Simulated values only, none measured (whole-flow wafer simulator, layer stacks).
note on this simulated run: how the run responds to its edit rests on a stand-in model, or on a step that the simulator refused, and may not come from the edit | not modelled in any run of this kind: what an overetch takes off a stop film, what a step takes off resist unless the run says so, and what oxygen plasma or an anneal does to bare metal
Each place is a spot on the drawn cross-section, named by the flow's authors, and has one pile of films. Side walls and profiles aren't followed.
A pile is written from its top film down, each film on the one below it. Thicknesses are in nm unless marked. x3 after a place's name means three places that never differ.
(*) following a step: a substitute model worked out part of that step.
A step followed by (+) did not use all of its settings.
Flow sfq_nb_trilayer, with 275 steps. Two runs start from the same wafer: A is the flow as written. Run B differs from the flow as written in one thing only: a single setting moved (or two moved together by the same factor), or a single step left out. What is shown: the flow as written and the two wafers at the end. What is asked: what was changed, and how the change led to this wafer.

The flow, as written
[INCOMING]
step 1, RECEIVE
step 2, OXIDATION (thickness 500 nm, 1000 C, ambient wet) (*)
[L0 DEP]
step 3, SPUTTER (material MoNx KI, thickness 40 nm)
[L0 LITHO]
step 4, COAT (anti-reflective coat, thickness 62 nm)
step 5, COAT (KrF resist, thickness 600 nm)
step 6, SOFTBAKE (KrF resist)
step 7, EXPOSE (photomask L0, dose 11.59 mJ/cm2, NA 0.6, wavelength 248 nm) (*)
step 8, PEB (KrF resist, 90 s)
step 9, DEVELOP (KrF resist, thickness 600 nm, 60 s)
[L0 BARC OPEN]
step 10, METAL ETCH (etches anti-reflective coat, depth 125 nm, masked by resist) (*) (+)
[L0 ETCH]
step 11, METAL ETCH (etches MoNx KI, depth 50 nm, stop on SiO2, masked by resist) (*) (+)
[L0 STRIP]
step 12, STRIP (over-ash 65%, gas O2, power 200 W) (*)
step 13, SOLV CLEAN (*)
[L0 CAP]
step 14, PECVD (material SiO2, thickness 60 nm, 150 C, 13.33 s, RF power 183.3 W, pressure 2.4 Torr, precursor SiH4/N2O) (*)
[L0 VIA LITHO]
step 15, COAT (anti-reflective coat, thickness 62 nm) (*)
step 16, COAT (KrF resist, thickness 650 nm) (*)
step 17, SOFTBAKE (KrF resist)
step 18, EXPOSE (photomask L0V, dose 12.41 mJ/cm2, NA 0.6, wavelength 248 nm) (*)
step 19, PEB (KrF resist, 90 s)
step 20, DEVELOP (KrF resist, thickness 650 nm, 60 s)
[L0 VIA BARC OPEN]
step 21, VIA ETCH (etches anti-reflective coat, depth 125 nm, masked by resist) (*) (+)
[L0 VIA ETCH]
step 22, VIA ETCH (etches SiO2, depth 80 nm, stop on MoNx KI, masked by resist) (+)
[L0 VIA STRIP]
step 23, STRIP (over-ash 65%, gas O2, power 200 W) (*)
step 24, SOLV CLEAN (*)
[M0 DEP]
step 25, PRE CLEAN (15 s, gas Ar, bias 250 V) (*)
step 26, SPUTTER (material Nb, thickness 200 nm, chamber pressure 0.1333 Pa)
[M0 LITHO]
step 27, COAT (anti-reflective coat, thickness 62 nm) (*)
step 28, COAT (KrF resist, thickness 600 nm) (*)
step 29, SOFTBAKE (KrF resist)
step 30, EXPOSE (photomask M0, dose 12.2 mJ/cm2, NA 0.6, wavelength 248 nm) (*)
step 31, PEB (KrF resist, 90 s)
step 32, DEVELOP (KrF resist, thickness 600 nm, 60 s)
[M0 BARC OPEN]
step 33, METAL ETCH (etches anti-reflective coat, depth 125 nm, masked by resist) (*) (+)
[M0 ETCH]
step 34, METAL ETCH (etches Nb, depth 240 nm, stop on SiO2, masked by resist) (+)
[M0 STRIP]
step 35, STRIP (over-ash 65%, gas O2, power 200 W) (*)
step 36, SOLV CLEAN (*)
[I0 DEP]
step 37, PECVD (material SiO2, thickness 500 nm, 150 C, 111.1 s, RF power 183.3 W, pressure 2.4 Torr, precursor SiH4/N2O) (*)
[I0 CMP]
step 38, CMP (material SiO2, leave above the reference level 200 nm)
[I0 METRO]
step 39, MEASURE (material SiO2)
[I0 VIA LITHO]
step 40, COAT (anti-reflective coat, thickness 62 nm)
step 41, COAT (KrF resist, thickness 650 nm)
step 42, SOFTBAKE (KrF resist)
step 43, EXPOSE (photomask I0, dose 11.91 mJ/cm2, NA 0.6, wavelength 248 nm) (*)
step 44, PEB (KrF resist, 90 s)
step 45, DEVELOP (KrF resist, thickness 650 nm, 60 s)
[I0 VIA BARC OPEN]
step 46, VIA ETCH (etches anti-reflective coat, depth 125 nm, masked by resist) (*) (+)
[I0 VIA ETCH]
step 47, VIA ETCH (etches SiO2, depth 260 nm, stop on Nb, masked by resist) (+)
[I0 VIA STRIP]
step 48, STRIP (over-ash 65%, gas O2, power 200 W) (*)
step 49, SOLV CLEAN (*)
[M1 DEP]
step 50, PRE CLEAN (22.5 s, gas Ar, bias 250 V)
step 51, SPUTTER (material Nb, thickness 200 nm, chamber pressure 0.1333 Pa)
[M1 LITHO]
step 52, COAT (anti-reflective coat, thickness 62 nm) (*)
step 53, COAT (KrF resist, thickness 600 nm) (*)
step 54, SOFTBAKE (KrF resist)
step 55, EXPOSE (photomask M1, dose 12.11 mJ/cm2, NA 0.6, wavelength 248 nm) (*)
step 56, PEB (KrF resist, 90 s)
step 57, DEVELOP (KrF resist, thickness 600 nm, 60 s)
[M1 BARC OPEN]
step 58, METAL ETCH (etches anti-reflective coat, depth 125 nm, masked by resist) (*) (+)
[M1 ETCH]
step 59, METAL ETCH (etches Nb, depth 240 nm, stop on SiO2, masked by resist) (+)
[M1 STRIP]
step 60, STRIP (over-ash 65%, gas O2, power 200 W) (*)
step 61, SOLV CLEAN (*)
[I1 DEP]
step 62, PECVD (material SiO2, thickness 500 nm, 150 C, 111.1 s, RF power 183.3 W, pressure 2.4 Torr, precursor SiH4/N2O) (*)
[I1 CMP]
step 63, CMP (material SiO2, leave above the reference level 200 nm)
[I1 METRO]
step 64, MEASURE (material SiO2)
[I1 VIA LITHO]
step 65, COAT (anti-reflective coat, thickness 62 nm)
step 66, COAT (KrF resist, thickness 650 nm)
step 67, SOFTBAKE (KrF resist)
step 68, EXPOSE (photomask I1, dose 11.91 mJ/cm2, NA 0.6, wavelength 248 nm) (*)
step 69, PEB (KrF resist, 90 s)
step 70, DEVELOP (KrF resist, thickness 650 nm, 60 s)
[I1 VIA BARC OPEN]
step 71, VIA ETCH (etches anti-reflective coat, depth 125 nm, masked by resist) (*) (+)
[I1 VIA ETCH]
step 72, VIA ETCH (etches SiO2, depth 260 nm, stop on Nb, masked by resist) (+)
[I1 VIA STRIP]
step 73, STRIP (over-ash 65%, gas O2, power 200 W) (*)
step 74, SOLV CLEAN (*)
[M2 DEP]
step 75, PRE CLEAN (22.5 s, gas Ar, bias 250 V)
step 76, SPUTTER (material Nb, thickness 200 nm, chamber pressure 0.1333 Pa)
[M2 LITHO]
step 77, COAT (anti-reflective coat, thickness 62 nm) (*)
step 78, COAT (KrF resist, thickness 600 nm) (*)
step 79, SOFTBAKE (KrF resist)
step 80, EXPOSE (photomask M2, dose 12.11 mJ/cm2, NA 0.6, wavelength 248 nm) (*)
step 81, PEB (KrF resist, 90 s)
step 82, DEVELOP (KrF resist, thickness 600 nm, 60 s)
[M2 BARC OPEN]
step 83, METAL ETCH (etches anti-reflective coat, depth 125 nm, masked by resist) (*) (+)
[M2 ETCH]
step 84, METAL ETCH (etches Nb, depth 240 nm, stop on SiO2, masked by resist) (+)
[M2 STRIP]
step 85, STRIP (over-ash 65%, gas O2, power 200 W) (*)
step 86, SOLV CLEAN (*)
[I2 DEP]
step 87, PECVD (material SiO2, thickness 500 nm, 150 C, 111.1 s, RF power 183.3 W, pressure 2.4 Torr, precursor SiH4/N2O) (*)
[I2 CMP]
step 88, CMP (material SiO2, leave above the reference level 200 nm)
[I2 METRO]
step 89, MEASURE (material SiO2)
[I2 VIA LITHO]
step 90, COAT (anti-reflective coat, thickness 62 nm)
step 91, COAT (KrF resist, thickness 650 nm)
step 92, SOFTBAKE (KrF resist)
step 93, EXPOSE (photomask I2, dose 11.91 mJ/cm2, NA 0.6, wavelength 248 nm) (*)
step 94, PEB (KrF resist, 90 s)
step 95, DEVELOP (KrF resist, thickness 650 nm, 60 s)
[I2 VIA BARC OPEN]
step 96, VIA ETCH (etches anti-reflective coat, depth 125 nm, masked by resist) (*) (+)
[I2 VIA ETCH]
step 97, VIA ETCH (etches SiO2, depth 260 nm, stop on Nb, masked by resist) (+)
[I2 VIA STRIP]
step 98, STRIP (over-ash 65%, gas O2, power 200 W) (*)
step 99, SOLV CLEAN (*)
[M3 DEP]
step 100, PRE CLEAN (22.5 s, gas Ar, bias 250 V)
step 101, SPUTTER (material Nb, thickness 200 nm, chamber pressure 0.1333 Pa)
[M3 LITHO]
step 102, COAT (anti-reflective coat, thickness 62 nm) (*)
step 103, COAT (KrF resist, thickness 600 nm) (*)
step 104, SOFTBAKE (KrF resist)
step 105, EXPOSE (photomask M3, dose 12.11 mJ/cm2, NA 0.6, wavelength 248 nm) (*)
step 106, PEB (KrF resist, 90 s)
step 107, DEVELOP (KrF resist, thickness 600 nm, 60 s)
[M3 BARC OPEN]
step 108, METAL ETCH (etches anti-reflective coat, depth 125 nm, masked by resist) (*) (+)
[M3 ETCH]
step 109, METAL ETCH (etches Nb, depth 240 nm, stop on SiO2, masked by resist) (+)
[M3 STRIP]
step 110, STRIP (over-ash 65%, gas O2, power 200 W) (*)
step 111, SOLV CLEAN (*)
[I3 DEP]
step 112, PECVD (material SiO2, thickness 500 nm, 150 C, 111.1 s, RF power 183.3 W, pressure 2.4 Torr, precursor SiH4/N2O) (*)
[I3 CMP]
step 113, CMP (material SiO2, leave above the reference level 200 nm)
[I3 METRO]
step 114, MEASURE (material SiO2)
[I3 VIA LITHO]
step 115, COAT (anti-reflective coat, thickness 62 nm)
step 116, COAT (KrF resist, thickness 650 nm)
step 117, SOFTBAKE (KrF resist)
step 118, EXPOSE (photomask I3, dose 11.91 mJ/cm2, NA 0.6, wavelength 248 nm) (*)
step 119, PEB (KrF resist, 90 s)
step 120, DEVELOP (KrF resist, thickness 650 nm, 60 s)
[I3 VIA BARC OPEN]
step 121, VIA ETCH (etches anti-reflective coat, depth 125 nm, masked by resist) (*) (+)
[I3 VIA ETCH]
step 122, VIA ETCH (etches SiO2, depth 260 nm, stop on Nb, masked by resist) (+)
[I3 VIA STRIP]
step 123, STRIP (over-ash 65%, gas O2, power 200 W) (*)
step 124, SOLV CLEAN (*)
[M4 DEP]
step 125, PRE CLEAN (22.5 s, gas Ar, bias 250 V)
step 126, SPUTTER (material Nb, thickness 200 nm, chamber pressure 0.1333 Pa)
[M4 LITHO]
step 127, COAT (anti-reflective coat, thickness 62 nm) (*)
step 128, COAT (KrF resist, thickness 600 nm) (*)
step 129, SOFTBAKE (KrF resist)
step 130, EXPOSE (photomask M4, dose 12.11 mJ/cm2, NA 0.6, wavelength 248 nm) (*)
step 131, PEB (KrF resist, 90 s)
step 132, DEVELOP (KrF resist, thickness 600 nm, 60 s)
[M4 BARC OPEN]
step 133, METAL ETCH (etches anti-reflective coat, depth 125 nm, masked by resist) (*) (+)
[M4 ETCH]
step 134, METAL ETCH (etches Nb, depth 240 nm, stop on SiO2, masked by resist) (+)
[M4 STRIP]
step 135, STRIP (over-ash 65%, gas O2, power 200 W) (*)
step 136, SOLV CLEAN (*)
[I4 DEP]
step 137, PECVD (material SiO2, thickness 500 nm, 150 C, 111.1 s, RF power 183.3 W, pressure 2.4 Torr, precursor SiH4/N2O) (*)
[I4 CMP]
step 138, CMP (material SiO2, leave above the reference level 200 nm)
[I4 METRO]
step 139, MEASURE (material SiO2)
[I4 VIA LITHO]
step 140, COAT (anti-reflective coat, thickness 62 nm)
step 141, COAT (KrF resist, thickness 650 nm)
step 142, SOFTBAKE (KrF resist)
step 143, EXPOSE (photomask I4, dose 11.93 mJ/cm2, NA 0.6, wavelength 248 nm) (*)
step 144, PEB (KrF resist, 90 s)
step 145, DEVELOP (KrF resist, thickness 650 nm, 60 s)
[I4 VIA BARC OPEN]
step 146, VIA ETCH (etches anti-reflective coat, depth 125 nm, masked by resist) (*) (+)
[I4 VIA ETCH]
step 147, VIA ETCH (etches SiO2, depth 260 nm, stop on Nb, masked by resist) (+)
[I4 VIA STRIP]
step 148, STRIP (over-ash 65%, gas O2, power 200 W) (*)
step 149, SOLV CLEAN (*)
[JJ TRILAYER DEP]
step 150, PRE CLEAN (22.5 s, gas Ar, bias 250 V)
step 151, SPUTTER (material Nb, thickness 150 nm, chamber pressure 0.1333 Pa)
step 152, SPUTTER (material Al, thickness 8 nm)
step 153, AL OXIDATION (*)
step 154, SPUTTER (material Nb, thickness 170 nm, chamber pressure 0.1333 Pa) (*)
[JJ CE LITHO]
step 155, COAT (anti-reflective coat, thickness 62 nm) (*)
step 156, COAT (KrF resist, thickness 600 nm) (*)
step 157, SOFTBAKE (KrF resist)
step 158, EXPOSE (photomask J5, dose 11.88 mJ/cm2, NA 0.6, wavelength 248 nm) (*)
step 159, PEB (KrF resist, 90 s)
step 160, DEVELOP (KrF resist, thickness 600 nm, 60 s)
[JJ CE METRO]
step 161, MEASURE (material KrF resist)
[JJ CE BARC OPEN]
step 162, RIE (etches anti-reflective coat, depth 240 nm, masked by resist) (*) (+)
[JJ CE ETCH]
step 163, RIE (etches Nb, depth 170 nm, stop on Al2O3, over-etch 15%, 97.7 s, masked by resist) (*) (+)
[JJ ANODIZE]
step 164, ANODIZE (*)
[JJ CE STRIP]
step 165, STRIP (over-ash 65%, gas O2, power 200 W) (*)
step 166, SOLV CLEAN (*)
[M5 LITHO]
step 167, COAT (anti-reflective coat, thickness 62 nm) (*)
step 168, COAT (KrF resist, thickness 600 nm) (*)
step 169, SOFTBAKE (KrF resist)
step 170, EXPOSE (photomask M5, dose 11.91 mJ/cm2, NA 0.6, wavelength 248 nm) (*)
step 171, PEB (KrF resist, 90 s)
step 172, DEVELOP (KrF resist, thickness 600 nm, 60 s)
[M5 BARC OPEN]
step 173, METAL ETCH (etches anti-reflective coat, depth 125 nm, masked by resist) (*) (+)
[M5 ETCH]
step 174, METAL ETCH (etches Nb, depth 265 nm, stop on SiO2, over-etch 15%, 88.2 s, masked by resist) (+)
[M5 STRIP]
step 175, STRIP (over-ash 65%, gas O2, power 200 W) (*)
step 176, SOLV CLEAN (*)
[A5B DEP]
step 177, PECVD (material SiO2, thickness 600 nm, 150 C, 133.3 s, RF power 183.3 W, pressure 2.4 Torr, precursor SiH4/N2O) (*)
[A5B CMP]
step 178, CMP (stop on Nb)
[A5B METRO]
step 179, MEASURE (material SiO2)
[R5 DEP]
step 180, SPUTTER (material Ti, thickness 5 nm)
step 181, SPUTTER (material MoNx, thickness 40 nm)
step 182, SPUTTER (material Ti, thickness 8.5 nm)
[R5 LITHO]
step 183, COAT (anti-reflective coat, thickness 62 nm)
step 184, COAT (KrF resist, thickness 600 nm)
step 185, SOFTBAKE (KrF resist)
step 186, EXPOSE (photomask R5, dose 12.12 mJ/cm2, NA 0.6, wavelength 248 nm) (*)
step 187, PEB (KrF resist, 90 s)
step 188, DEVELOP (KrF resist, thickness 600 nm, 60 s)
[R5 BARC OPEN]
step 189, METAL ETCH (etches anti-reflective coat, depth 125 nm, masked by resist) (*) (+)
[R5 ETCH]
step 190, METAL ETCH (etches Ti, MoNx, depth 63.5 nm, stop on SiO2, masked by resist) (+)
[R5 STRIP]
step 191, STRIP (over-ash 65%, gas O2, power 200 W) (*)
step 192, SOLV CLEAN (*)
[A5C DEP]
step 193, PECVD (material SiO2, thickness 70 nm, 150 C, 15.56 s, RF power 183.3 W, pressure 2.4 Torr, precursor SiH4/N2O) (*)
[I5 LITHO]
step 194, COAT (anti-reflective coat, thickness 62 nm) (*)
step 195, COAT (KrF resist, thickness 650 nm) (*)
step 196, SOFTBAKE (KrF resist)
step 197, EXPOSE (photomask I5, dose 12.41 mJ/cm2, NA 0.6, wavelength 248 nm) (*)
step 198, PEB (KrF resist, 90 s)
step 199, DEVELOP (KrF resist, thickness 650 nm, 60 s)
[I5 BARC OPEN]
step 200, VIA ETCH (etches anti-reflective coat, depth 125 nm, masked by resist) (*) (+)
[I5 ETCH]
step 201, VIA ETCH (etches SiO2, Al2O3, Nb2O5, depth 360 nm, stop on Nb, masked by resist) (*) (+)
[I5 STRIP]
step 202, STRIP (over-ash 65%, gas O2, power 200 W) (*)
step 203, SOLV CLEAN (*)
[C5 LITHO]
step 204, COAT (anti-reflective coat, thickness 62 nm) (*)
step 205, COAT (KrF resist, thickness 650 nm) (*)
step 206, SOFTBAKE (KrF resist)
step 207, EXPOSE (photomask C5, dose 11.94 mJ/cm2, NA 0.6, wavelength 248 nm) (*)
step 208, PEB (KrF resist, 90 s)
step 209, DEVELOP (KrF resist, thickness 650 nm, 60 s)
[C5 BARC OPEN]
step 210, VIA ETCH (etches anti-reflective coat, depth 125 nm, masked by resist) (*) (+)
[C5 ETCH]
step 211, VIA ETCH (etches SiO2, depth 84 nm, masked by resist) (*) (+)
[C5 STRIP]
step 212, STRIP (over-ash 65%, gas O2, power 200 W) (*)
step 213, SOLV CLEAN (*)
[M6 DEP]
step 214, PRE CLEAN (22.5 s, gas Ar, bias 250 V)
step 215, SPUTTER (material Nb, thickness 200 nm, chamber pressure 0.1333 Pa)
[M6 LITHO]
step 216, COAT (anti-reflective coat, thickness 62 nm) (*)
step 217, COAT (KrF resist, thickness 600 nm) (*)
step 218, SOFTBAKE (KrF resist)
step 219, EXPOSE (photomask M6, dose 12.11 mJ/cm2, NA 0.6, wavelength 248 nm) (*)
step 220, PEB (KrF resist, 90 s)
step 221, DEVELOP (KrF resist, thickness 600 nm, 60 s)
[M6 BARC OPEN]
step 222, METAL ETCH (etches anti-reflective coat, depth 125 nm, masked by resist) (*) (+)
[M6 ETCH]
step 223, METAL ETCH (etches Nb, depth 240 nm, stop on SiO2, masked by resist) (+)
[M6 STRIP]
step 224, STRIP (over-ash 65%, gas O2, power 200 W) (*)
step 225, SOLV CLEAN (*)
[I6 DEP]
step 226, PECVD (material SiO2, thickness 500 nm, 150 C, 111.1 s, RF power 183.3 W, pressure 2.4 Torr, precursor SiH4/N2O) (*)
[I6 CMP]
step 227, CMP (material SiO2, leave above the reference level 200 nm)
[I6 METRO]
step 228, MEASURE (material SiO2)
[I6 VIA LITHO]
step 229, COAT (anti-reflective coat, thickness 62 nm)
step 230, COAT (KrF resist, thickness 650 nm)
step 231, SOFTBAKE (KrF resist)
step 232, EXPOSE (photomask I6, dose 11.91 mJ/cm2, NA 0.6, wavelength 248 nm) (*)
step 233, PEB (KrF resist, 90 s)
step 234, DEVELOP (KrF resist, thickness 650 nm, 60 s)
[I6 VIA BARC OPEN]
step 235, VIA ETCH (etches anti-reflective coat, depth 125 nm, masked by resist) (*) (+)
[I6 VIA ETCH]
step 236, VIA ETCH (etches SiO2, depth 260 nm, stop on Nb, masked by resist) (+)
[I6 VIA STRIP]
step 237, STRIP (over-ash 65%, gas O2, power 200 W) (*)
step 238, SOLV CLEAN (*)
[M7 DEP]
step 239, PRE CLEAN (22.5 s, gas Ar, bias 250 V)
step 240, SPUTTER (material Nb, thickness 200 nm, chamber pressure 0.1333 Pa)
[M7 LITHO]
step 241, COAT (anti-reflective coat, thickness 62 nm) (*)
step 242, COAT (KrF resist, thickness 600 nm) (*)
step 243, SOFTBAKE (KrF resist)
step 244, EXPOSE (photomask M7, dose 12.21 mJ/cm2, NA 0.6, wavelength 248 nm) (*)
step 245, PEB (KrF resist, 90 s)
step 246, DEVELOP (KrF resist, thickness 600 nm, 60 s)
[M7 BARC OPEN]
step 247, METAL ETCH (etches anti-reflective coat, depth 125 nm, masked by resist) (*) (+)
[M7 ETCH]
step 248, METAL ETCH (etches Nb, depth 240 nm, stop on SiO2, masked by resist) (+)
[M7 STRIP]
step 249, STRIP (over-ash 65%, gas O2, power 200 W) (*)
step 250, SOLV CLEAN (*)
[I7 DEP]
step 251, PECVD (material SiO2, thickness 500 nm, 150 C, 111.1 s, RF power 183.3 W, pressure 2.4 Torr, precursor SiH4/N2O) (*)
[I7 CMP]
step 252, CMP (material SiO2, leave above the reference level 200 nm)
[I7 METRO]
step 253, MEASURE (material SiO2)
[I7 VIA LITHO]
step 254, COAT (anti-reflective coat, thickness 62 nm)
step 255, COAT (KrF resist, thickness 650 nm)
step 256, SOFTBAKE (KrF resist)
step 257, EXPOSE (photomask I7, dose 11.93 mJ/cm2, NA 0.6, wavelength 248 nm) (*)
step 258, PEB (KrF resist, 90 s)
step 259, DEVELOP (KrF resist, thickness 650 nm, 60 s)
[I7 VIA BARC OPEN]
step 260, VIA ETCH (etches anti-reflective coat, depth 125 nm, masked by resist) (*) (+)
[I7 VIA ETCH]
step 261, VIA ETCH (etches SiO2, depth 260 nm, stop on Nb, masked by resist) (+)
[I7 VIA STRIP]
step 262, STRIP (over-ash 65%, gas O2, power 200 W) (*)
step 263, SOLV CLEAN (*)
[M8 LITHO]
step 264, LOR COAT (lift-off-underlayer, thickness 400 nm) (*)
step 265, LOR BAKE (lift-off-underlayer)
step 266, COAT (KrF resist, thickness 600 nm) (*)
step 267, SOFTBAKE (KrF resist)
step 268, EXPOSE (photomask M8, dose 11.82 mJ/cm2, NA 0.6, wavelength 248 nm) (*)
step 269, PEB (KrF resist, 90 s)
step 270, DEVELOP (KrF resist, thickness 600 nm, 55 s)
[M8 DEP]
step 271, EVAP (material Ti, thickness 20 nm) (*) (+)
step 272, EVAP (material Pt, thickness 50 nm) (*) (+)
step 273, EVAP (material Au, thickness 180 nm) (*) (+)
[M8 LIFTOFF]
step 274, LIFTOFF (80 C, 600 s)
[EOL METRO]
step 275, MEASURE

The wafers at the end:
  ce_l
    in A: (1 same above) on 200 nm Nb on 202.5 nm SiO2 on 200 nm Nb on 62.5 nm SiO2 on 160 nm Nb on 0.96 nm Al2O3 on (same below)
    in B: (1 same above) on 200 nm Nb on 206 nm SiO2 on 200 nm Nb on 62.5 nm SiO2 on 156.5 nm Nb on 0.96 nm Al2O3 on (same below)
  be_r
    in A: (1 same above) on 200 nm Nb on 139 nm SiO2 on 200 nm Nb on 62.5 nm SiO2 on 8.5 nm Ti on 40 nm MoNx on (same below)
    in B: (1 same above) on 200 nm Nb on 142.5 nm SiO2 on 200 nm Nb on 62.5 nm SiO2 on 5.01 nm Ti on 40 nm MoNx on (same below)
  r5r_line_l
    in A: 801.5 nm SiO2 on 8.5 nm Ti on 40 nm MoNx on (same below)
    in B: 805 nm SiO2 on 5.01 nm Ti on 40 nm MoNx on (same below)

The reason: step 182, SPUTTER: thickness 5.01 nm was run, while the flow as written has thickness 8.5 nm.
The wafer itself shows it: be_r has Ti 5.01, and step 182 as written asks for 8.5 nm.

Step by step, how the change led to this:
  step 182, SPUTTER (material Ti, thickness 8.5 nm)
      field_l, v_sur, via_wl and 103 more: A +8.5 Ti (new film) | B +5.01 Ti (new film)
  step 190, METAL ETCH (etches Ti, MoNx, depth 63.5 nm, stop on SiO2, masked by resist) (+)
      field_l, v_sur, via_wl and 92 more: A -8.5 Ti (all of it), -40 MoNx (all of it), -5 Ti (all of it) | B -5.01 Ti (all of it), -40 MoNx (all of it), -5 Ti (all of it)
      ce_l, c5j, ce_r, wl_jj: A -8.5 Ti (all of it), -40 MoNx (all of it), -5 Ti (all of it), -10 Nb | B -5.01 Ti (all of it), -40 MoNx (all of it), -5 Ti (all of it), -13.5 Nb
  step 194, COAT (anti-reflective coat, thickness 62 nm) (*)
      ce_l: A +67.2 anti-reflective coat (new film) | B +68.7 anti-reflective coat (new film)
      ce_r: A +68.1 anti-reflective coat (new film) | B +69.5 anti-reflective coat (new film)
      (and at 1 other place as well)
  step 202, STRIP (over-ash 65%, gas O2, power 200 W) (*)
      ce_l: A -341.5 KrF resist (all of it), -67.2 anti-reflective coat (all of it) | B -342.4 KrF resist (all of it), -68.7 anti-reflective coat (all of it)
      ce_r: A -346.1 KrF resist (all of it), -68.1 anti-reflective coat (all of it) | B -346.7 KrF resist (all of it), -69.5 anti-reflective coat (all of it)
      (and at 1 other place as well)
  step 204, COAT (anti-reflective coat, thickness 62 nm) (*)
      ce_l: A +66 anti-reflective coat (new film) | B +67.6 anti-reflective coat (new film)
      ce_r: A +67.2 anti-reflective coat (new film) | B +68.6 anti-reflective coat (new film)
      (and at 1 other place as well)
  step 212, STRIP (over-ash 65%, gas O2, power 200 W) (*)
      ce_l: A -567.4 KrF resist (all of it), -66 anti-reflective coat (all of it) | B -568.1 KrF resist (all of it), -67.6 anti-reflective coat (all of it)
      ce_r: A -573.7 KrF resist (all of it), -67.2 anti-reflective coat (all of it) | B -574.1 KrF resist (all of it), -68.6 anti-reflective coat (all of it)
      (and at 1 other place as well)
  step 216, COAT (anti-reflective coat, thickness 62 nm) (*)
      ce_l: A +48 anti-reflective coat (new film) | B +49.1 anti-reflective coat (new film)
      ce_r: A +48.8 anti-reflective coat (new film) | B +49.8 anti-reflective coat (new film)
      (and at 1 other place as well)
  step 224, STRIP (over-ash 65%, gas O2, power 200 W) (*)
      ce_l: A -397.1 KrF resist (all of it), -48 anti-reflective coat (all of it) | B -398.4 KrF resist (all of it), -49.1 anti-reflective coat (all of it)
      ce_r: A -403.5 KrF resist (all of it), -48.8 anti-reflective coat (all of it) | B -404.4 KrF resist (all of it), -49.8 anti-reflective coat (all of it)
      (and at 1 other place as well)
  step 227, CMP (material SiO2, leave above the reference level 200 nm)
      r5r_line_l, r5r_spacepad_l, r5r_spacepad_r, r5r_line_c, r5r_line_r: A -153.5 SiO2 | B -150 SiO2
